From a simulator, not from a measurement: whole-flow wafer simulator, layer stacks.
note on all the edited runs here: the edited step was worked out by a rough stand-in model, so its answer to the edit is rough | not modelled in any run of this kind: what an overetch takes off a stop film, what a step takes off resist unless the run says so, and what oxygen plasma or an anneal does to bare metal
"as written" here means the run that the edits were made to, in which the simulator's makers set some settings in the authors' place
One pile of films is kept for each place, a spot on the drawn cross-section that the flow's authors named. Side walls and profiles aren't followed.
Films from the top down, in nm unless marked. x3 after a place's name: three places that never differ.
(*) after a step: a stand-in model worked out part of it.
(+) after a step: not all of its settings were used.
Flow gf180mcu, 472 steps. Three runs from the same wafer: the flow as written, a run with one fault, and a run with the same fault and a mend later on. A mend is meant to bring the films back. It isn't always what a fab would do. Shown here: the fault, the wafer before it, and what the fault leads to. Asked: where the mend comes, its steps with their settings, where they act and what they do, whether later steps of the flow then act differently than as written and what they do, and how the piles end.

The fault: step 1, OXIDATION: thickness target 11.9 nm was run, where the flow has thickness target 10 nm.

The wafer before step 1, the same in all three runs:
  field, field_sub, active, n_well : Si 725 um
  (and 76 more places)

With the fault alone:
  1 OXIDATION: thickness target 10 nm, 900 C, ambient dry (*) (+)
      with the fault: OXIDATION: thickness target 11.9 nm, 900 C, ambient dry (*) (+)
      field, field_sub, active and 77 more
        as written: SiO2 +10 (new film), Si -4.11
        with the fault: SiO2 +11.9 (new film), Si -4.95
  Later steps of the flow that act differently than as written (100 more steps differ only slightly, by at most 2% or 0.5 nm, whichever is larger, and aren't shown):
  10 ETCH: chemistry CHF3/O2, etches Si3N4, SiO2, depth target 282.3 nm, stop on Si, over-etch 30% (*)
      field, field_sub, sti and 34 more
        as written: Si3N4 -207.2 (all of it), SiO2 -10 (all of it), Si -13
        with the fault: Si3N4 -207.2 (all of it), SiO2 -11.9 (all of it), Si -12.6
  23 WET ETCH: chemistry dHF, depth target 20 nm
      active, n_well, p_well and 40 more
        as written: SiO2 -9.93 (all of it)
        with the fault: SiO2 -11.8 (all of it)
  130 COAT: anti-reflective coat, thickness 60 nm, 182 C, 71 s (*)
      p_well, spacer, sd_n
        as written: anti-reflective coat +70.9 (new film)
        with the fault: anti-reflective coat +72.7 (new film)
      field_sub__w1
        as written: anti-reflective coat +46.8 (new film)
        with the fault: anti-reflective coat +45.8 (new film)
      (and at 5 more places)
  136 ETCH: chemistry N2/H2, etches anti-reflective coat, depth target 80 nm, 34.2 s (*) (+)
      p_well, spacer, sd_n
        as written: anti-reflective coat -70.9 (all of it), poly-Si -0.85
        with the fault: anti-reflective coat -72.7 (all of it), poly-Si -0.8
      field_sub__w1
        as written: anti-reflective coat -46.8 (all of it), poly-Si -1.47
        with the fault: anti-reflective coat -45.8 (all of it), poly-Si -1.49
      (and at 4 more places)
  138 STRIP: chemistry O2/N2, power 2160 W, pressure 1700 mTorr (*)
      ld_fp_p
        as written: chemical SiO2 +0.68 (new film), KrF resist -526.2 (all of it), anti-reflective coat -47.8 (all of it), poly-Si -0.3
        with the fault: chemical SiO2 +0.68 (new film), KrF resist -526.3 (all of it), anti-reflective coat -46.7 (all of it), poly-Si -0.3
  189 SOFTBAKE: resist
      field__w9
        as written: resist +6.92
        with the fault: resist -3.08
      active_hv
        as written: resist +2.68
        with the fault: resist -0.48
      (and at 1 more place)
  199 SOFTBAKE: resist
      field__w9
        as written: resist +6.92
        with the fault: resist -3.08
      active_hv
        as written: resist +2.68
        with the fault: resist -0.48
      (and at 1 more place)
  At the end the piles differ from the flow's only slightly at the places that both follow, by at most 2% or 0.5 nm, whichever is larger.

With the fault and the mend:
  The mend comes after step 1.
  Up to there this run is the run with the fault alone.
  1a WET ETCH: chemistry dHF, depth target 1.9 nm, 25 C, dilution 100:1
      field, field_sub, active and 77 more
        SiO2 -1.9
  No later step of the flow acts differently than as written at any place that is followed.
  At the end the piles differ from the flow's only slightly at the places that both follow, by at most 2% or 0.5 nm, whichever is larger.
